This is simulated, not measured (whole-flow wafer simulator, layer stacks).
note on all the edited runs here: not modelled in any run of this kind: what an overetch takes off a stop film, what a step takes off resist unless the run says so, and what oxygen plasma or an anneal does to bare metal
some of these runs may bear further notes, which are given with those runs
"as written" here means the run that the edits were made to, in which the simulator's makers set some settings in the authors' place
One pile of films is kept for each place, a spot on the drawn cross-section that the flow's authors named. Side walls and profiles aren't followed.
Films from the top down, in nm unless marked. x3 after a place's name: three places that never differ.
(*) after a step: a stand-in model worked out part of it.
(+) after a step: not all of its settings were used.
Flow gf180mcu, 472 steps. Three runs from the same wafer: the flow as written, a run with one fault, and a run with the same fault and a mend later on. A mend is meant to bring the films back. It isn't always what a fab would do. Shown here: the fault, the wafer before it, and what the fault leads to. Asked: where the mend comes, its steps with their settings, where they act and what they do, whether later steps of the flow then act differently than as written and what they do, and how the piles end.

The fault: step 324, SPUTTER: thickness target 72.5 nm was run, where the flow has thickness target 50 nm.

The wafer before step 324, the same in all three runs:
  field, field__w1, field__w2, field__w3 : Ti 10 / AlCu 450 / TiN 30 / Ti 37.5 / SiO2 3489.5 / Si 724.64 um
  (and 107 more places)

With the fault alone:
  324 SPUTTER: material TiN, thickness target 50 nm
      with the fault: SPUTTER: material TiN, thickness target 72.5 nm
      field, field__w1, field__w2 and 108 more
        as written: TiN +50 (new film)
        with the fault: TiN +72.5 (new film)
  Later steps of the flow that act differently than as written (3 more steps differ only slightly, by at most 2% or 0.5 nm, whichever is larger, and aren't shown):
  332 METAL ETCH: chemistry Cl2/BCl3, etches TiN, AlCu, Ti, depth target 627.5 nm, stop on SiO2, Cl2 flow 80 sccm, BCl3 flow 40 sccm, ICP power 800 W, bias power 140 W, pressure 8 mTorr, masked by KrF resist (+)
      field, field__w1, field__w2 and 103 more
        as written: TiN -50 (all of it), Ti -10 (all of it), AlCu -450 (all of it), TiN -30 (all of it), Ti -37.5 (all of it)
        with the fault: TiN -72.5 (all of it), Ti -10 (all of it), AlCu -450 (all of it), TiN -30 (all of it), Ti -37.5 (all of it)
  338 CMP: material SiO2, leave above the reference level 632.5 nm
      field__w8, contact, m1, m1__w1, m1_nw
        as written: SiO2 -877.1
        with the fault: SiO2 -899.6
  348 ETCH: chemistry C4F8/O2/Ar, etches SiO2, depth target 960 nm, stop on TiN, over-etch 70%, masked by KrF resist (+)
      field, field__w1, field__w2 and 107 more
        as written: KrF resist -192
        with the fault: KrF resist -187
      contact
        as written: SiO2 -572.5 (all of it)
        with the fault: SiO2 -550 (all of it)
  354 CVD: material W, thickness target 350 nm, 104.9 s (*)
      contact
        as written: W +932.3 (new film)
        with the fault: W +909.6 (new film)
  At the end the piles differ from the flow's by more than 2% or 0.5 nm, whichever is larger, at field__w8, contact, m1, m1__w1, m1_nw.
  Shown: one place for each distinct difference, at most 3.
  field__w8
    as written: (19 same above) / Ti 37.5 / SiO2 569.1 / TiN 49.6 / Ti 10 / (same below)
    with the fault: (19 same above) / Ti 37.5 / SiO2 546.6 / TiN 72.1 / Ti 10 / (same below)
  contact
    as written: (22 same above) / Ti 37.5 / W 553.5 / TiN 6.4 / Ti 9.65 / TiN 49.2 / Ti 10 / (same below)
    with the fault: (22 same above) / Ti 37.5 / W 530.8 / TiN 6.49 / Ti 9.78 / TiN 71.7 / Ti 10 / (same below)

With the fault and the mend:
  The mend comes after step 331.
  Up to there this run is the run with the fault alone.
  331a STRIP: chemistry O2/N2, power 2160 W, pressure 1700 mTorr (*)
      field__w8, contact, m1, m1__w1, m1_nw
        KrF resist -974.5 (all of it)
  331b METAL ETCH: chemistry Cl2/BCl3, etches TiN, AlCu, Ti, depth target 22.5 nm, Cl2 flow 80 sccm, BCl3 flow 40 sccm, ICP power 800 W, bias power 140 W, pressure 8 mTorr (the flow's step 260 once more, with other settings)
      field, field__w1, field__w2 and 108 more
        TiN -22.5
  331c HMDS: 120 C, 60 s (the flow's step 326 once more)
      changes no film at any place that is followed
  331d COAT: KrF resist, thickness 1000 nm (the flow's step 327 once more)
      field, field__w1, field__w2 and 108 more
        KrF resist +1000 (new film)
  331e SOFTBAKE: KrF resist (the flow's step 328 once more)
      changes no film at any place that is followed
  331f EXPOSE: photomask Metal3 (the flow's step 329 once more)
      changes no film at any place that is followed
  331g PEB: KrF resist, 135 C, 90 s (the flow's step 330 once more)
      field, field__w1, field__w2 and 108 more
        KrF resist -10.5
  331h DEVELOP: thickness 1000 nm, 60 s (the flow's step 331 once more)
      field, field__w1, field__w2 and 103 more
        KrF resist -989.5 (all of it)
      field__w8, contact, m1, m1__w1, m1_nw
        KrF resist -14.9
  No later step of the flow acts differently than as written at any place that is followed.
  At the end the piles are the same as the flow's at every place that both follow.
